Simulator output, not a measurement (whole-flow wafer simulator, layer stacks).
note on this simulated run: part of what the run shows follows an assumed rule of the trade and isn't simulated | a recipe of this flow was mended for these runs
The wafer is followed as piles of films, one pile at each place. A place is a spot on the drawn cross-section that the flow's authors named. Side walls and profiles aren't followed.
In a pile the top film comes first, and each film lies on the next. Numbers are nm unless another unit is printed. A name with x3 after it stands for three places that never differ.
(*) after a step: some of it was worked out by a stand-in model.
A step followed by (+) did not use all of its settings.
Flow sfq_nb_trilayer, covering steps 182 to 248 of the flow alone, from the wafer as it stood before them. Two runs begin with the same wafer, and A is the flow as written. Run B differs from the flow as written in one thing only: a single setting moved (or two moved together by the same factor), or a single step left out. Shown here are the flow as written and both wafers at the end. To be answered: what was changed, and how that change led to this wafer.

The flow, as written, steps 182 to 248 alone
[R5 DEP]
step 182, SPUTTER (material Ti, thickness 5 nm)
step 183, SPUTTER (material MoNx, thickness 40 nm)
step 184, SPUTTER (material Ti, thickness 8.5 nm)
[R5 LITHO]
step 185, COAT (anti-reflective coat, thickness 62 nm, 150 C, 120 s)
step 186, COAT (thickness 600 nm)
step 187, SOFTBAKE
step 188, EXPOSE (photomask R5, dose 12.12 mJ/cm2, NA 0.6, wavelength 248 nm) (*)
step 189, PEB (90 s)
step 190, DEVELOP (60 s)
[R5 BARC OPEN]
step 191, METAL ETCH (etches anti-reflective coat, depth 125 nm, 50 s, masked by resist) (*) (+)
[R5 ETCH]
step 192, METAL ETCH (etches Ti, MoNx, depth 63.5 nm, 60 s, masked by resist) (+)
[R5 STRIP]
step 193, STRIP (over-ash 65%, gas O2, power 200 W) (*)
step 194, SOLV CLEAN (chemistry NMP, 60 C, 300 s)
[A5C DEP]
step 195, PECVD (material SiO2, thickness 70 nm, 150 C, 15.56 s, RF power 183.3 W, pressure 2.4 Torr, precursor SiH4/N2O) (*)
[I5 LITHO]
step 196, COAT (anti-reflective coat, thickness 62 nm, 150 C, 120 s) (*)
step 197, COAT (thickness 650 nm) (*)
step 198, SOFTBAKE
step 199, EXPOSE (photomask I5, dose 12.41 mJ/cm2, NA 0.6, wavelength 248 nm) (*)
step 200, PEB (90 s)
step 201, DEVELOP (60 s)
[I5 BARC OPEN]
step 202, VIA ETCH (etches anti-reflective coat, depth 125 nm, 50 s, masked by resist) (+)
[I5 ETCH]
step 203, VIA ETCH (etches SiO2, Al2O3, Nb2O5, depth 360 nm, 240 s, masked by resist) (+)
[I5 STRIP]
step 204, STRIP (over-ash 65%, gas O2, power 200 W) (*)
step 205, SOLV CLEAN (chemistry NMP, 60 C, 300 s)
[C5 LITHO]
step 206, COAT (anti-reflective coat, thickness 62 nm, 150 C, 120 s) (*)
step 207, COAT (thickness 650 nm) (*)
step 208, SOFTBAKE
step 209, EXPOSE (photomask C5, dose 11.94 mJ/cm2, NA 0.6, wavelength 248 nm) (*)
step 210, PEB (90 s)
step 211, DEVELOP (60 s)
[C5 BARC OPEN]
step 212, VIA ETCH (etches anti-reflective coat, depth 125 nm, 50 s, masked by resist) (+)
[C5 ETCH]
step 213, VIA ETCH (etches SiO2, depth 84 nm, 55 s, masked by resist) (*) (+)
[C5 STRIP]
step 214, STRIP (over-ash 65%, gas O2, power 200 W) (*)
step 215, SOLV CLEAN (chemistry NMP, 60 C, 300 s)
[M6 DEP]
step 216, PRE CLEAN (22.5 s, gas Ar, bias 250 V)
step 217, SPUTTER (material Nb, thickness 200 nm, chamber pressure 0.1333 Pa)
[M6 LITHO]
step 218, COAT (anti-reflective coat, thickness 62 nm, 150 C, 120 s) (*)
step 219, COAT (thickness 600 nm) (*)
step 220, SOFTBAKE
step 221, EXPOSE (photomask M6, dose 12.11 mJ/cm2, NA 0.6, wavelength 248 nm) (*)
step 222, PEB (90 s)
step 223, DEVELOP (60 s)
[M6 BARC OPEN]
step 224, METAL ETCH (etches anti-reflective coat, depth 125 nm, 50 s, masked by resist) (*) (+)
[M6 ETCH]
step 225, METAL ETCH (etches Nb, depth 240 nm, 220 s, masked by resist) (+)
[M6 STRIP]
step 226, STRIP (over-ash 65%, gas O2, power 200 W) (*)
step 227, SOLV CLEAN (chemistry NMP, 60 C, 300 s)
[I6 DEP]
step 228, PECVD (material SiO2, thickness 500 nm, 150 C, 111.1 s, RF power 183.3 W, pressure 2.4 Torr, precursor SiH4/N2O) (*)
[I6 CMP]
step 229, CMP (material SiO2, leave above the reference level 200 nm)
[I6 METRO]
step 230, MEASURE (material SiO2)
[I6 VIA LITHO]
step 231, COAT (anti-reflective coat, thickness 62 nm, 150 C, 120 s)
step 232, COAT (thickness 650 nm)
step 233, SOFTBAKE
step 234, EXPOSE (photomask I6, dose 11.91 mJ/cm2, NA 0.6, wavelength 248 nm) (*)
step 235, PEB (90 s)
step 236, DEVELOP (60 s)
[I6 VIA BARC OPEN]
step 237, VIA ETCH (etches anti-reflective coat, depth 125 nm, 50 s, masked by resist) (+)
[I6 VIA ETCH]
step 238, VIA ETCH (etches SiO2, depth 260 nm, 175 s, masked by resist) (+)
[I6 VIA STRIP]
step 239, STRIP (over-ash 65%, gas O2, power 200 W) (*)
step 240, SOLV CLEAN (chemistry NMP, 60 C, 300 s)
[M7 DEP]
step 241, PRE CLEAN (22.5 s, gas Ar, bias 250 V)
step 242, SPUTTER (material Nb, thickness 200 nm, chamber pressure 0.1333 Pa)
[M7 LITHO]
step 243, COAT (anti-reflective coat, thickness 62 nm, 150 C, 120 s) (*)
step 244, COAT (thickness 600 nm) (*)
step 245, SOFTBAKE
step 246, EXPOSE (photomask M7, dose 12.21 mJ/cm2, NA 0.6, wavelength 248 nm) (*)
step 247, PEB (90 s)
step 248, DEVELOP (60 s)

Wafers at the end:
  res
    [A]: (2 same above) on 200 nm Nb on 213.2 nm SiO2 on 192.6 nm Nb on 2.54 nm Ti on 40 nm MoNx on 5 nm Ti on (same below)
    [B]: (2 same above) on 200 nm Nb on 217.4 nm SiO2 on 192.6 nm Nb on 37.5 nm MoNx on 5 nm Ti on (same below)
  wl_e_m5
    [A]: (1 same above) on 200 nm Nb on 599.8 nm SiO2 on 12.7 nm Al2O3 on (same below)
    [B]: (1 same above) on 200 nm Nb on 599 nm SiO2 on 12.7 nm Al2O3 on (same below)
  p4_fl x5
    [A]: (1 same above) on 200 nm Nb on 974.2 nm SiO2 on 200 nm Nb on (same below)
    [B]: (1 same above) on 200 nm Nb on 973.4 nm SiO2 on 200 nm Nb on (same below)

The reason: step 184, SPUTTER: thickness 3.4 nm was run, whereas the flow has thickness 8.5 nm.

How this came from the change, step by step:
  step 184, SPUTTER (material Ti, thickness 8.5 nm)
      field_l, v_sur, via_wl and 103 more: A +8.5 Ti (new film) | B +3.4 Ti (new film)
  step 192, METAL ETCH (etches Ti, MoNx, depth 63.5 nm, 60 s, masked by resist) (+)
      field_l, v_sur, via_wl and 92 more: A -8.5 Ti (all of it), -40 MoNx (all of it), -5 Ti (all of it), -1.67 SiO2 | B -3.4 Ti (all of it), -40 MoNx (all of it), -5 Ti (all of it), -2.52 SiO2
      ce_l, c5j, ce_r, wl_jj: A -8.5 Ti (all of it), -40 MoNx (all of it), -5 Ti (all of it), -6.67 Nb | B -3.4 Ti (all of it), -40 MoNx (all of it), -5 Ti (all of it), -10.1 Nb
  step 196, COAT (anti-reflective coat, thickness 62 nm, 150 C, 120 s) (*)
      r5r_line_l, r5r_line_c, r5r_line_r: A +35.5 anti-reflective coat (new film) | B +37.4 anti-reflective coat (new film)
      r5r_spacepad_l, r5r_spacepad_r: A +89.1 anti-reflective coat (new film) | B +86.9 anti-reflective coat (new film)
      (and at 5 other places as well)
  step 204, STRIP (over-ash 65%, gas O2, power 200 W) (*)
      r5r_line_l, r5r_line_c, r5r_line_r: A -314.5 KrF-resist-other-grade (all of it), -35.5 anti-reflective coat (all of it) | B -314.6 KrF-resist-other-grade (all of it), -37.4 anti-reflective coat (all of it)
      r5r_spacepad_l, r5r_spacepad_r: A -316.1 KrF-resist-other-grade (all of it), -89.1 anti-reflective coat (all of it) | B -316.1 KrF-resist-other-grade (all of it), -86.9 anti-reflective coat (all of it)
      (and at 5 other places as well)
  step 206, COAT (anti-reflective coat, thickness 62 nm, 150 C, 120 s) (*)
      r5r_line_l, r5r_line_c, r5r_line_r: A +35.5 anti-reflective coat (new film) | B +37.4 anti-reflective coat (new film)
      r5r_spacepad_l, r5r_spacepad_r: A +89.1 anti-reflective coat (new film) | B +86.9 anti-reflective coat (new film)
      (and at 5 other places as well)
  step 214, STRIP (over-ash 65%, gas O2, power 200 W) (*)
      r5r_line_l, r5r_line_c, r5r_line_r: A -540 KrF-resist-other-grade (all of it), -35.5 anti-reflective coat (all of it) | B -540.1 KrF-resist-other-grade (all of it), -37.4 anti-reflective coat (all of it)
      r5r_spacepad_l, r5r_spacepad_r: A -541.6 KrF-resist-other-grade (all of it), -89.1 anti-reflective coat (all of it) | B -541.6 KrF-resist-other-grade (all of it), -86.9 anti-reflective coat (all of it)
      (and at 5 other places as well)
  step 216, PRE CLEAN (22.5 s, gas Ar, bias 250 V)
      res: A -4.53 Ti | B -1.97 Ti (all of it), -2.52 MoNx
  step 218, COAT (anti-reflective coat, thickness 62 nm, 150 C, 120 s) (*)
      r5r_line_l, r5r_line_c, r5r_line_r: A +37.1 anti-reflective coat (new film) | B +38.8 anti-reflective coat (new film)
      r5r_spacepad_l, r5r_spacepad_r: A +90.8 anti-reflective coat (new film) | B +88.3 anti-reflective coat (new film)
      (and at 5 other places as well)
  step 224, METAL ETCH (etches anti-reflective coat, depth 125 nm, 50 s, masked by resist) (*) (+)
      r5r_line_l, r5r_line_c, r5r_line_r: A -37.1 anti-reflective coat (all of it) | B -38.8 anti-reflective coat (all of it)
      r5r_spacepad_l, r5r_spacepad_r: A -90.8 anti-reflective coat (all of it) | B -88.3 anti-reflective coat (all of it)
      (and at 1 other place as well)
  step 226, STRIP (over-ash 65%, gas O2, power 200 W) (*)
      ce_l: A -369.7 KrF-resist-other-grade (all of it), -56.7 anti-reflective coat (all of it) | B -369.9 KrF-resist-other-grade (all of it), -58.2 anti-reflective coat (all of it)
      sp_r: A -365.4 KrF-resist-other-grade (all of it), -66.9 anti-reflective coat (all of it) | B -366 KrF-resist-other-grade (all of it), -64.6 anti-reflective coat (all of it)
      (and at 2 other places as well)
  step 229, CMP (material SiO2, leave above the reference level 200 nm)
      r5r_line_l, r5r_spacepad_l, r5r_spacepad_r, r5r_line_c, r5r_line_r: A -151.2 SiO2 | B -146.9 SiO2
